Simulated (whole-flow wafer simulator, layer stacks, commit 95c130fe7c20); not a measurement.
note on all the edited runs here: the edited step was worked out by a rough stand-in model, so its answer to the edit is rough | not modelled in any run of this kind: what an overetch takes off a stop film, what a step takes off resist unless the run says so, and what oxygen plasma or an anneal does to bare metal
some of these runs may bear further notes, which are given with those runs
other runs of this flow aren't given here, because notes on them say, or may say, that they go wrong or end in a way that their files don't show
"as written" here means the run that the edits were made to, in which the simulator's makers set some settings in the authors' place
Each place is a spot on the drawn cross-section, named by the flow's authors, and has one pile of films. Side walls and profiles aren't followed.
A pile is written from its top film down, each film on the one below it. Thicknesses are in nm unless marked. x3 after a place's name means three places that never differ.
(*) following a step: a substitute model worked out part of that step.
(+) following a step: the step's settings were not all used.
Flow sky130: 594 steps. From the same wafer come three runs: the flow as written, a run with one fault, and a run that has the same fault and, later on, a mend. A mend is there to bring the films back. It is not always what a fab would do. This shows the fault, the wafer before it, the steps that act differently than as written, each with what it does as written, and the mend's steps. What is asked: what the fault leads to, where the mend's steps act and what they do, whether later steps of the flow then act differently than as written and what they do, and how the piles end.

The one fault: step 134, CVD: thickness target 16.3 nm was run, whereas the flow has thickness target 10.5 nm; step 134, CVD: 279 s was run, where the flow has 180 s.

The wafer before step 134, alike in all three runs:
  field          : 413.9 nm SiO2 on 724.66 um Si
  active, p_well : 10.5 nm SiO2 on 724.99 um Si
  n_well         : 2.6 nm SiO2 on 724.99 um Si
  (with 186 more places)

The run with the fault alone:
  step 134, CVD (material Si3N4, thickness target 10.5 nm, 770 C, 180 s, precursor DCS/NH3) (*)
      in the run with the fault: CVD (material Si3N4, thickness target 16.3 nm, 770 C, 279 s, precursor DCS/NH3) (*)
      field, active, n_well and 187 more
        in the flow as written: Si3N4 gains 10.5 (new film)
        in the run with the fault: Si3N4 gains 16.3 (new film)
  Later steps of the flow acting differently than as written (not shown: 58 more steps that differ only slightly, by at most 2% or 0.5 nm, whichever is larger):
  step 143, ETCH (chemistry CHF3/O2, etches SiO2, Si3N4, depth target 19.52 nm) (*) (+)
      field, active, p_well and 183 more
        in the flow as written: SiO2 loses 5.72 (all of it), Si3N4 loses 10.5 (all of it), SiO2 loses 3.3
        in the run with the fault: SiO2 loses 5.72 (all of it), Si3N4 loses 13.8
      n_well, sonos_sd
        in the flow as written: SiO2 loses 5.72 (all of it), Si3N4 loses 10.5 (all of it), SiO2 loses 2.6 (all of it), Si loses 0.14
        in the run with the fault: SiO2 loses 5.72 (all of it), Si3N4 loses 13.8
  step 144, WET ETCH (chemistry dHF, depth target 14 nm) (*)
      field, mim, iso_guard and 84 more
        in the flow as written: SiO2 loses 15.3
        in the run with the fault: Si3N4 loses 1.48
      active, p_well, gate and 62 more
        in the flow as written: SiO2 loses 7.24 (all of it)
        in the run with the fault: Si3N4 loses 1.48
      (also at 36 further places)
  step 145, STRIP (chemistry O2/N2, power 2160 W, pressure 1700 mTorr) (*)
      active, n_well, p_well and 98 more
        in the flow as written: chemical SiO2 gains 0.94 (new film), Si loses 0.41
        in the run with the fault: nothing
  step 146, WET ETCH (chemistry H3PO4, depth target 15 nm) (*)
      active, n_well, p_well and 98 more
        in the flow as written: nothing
        in the run with the fault: Si3N4 loses 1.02 (all of it), SiO2 loses 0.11
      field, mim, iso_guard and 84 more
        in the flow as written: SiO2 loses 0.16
        in the run with the fault: Si3N4 loses 1.02 (all of it), SiO2 loses 0.15
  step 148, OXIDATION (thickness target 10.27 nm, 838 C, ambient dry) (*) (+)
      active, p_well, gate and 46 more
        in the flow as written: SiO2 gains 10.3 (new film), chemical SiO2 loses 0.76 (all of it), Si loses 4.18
        in the run with the fault: SiO2 gains 6.53, Si loses 2.87
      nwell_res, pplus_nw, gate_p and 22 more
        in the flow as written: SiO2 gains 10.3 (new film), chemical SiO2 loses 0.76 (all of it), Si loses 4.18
        in the run with the fault: SiO2 gains 6.54, Si loses 2.88
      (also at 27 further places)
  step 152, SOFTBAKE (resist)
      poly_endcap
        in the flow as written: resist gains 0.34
        in the run with the fault: resist loses 0.65
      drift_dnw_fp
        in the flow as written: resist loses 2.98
        in the run with the fault: resist loses 3.49
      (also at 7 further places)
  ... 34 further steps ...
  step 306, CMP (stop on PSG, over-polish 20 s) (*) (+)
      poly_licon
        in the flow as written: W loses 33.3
        in the run with the fault: W loses 50
  By the end, the piles at field, gate_hv, m1 and 129 more depart from the flow's by more than 2% or 0.5 nm, whichever is larger.
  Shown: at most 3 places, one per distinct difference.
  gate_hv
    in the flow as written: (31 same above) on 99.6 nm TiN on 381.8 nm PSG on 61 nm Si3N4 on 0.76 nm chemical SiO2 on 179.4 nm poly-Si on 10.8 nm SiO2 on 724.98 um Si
    in the run with the fault: (31 same above) on 99.6 nm TiN on 375.5 nm PSG on 61 nm Si3N4 on 0.76 nm chemical SiO2 on 179.4 nm poly-Si on 17.1 nm SiO2 on 724.99 um Si
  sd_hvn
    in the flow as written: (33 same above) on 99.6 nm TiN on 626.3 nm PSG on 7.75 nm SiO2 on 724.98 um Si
    in the run with the fault: (33 same above) on 99.6 nm TiN on 620.1 nm PSG on 13.9 nm SiO2 on 724.98 um Si
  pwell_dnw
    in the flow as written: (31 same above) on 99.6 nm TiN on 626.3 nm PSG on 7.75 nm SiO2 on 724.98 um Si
    in the run with the fault: (31 same above) on 99.6 nm TiN on 620.1 nm PSG on 13.9 nm SiO2 on 724.98 um Si

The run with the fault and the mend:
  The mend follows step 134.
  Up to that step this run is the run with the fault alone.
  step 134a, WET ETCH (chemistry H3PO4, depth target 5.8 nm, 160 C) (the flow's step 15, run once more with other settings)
      field, active, n_well and 187 more
        Si3N4 loses 5.8
  Later steps of the flow that are run all act as written at every place that is followed, up to a difference of at most 2% or 0.5 nm, whichever is larger.
  When the end is reached, the piles differ only a little from the flow's at the places that both follow, at most by 2% or 0.5 nm, whichever is larger.
